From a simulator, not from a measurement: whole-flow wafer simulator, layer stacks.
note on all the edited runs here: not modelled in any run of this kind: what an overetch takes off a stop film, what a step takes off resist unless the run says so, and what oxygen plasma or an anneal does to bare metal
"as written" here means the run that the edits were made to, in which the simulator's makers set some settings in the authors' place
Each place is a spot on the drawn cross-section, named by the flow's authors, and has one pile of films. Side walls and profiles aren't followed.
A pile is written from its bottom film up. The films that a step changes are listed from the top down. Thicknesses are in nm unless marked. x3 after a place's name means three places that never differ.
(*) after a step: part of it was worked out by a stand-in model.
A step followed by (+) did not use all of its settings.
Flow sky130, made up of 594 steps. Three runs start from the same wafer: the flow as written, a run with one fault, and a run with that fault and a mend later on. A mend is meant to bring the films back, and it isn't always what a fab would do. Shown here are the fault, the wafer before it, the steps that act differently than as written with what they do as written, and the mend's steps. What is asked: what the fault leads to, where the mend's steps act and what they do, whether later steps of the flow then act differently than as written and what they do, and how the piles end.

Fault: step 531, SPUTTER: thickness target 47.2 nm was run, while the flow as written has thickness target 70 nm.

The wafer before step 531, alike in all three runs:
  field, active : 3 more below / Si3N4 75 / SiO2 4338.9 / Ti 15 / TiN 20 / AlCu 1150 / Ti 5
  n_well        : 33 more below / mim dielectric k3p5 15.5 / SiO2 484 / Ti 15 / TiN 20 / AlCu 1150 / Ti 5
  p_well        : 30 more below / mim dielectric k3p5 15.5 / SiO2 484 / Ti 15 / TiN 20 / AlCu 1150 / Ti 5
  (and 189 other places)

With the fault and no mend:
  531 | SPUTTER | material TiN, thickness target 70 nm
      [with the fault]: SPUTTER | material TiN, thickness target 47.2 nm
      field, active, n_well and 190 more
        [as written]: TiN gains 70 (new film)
        [with the fault]: TiN gains 47.2 (new film)
  Steps further on in the flow that do not act as written (not shown: 17 more steps that differ only slightly, by at most 2% or 0.5 nm, whichever is larger):
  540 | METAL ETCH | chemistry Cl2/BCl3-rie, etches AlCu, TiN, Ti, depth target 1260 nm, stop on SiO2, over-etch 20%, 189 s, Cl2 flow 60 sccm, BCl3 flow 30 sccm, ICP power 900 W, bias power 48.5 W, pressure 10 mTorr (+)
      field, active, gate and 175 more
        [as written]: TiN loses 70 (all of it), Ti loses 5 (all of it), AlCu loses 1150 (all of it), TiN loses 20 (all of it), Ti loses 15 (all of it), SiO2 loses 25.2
        [with the fault]: TiN loses 47.2 (all of it), Ti loses 5 (all of it), AlCu loses 1150 (all of it), TiN loses 20 (all of it), Ti loses 15 (all of it), SiO2 loses 27.5
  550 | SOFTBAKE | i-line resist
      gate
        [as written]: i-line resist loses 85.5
        [with the fault]: i-line resist loses 83.3
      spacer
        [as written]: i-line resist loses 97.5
        [with the fault]: i-line resist loses 94.9
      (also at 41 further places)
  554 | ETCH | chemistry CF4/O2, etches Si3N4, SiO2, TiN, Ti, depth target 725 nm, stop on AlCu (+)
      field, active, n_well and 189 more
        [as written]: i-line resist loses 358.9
        [with the fault]: i-line resist loses 336.1
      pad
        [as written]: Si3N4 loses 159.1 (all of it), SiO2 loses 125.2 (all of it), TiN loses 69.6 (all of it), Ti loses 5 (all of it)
        [with the fault]: Si3N4 loses 159.1 (all of it), SiO2 loses 125.2 (all of it), TiN loses 46.8 (all of it), Ti loses 5 (all of it)
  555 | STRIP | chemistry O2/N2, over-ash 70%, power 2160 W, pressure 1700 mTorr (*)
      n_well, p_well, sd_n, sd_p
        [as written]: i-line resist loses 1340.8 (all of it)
        [with the fault]: i-line resist loses 1383.7 (all of it)
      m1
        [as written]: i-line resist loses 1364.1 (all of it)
        [with the fault]: i-line resist loses 1406.5 (all of it)
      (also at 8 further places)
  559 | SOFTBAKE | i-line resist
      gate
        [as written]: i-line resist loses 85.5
        [with the fault]: i-line resist loses 83.3
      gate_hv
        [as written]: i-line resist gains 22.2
        [with the fault]: i-line resist gains 21.6
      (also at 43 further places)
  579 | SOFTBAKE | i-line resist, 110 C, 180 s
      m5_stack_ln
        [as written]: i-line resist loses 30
        [with the fault]: i-line resist loses 29.4
  At n_well, p_well, sd_n and 11 more, the piles at the end differ from the flow's by more than 2% or 0.5 nm, whichever is larger.
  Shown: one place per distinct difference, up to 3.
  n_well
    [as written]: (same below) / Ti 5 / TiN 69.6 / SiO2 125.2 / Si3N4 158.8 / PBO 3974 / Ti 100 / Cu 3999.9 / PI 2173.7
    [with the fault]: (same below) / Ti 5 / TiN 46.8 / SiO2 125.2 / Si3N4 158.8 / PBO 3990.4 / Ti 100 / Cu 3999.9 / PI 2176.4
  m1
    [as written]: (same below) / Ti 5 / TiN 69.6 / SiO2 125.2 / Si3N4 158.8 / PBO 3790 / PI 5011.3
    [with the fault]: (same below) / Ti 5 / TiN 46.8 / SiO2 125.2 / Si3N4 158.8 / PBO 3808.9 / PI 5012.4
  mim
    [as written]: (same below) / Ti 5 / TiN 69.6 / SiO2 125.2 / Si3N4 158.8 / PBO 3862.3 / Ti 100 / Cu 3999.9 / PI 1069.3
    [with the fault]: (same below) / Ti 5 / TiN 46.8 / SiO2 125.2 / Si3N4 158.8 / PBO 3879.9 / Ti 100 / Cu 3999.9 / PI 1071.4

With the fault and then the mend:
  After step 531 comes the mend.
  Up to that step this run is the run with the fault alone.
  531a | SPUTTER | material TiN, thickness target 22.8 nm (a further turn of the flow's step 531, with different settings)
      field, active, n_well and 190 more
        TiN gains 22.8
  Later steps of the flow that are run all act as written at every place that is followed.
  The piles end the same as the flow's at every place that both follow.
